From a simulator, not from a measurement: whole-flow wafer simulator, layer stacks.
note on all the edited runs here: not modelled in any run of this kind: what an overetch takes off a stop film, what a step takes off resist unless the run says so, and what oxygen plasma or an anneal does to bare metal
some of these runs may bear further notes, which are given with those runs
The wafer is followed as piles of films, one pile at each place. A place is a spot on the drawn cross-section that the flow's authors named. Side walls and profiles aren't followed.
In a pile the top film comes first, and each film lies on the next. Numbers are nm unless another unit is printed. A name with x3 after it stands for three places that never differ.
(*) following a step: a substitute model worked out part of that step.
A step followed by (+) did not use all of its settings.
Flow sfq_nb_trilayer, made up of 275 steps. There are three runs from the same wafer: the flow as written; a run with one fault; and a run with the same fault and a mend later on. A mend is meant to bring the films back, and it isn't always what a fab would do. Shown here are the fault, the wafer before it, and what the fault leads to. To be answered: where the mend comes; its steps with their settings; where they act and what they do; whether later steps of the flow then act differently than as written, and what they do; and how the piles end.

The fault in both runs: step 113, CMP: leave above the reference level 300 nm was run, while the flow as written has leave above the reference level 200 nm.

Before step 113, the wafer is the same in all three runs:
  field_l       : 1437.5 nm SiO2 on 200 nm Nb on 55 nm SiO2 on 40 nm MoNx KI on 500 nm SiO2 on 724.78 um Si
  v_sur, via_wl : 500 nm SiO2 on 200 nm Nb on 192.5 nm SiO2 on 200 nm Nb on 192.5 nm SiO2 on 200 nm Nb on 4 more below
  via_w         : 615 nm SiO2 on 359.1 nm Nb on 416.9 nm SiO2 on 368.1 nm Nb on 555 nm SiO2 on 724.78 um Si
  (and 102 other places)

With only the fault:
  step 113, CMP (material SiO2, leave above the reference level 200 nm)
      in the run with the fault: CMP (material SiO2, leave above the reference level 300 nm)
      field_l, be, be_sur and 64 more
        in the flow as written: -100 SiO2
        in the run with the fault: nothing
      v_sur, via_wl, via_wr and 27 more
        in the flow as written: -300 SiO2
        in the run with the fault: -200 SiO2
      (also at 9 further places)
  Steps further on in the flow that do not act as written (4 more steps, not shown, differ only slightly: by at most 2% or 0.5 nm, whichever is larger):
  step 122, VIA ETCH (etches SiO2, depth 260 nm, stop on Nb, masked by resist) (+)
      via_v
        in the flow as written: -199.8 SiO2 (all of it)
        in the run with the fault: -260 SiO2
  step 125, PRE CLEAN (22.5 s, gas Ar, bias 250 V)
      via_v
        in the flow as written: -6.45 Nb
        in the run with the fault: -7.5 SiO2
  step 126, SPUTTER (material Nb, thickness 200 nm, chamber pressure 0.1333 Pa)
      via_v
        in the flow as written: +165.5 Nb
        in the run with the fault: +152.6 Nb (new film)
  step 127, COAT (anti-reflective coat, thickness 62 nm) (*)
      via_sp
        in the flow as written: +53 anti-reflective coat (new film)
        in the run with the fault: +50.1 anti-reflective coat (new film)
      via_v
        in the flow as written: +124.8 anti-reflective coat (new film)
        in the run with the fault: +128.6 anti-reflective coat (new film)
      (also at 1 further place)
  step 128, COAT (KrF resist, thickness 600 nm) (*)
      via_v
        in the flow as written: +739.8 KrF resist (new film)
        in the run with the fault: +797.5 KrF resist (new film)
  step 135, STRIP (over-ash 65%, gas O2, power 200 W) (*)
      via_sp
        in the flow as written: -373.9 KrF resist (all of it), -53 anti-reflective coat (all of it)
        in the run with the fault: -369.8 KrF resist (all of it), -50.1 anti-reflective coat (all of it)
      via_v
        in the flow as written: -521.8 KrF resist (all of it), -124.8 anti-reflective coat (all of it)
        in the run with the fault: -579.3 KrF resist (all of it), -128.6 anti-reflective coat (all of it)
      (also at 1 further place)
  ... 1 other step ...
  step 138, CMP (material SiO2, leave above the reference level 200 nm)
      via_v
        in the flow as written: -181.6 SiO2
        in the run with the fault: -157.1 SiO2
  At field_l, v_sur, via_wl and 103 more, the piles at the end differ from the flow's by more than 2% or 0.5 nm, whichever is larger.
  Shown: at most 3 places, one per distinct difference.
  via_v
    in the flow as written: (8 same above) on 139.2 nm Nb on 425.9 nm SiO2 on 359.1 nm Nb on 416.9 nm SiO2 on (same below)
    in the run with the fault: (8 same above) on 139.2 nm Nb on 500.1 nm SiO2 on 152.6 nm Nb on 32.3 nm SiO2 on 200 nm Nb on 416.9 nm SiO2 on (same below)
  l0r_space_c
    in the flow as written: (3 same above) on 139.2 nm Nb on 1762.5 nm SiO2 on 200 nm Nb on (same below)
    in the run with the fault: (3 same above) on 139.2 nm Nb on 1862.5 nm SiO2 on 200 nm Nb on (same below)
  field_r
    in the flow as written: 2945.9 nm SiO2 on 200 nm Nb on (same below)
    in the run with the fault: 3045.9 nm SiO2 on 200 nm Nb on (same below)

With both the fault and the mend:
  The mend follows step 114.
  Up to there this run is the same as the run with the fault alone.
  step 114a, CMP (material SiO2, leave above the reference level 200 nm) (a further turn of the flow's step 113)
      field_l, v_sur, via_wl and 103 more
        -100 SiO2
  Later steps of the flow that are run all act as written at every place that is followed.
  By the end, the piles equal the flow's at every place that both follow.
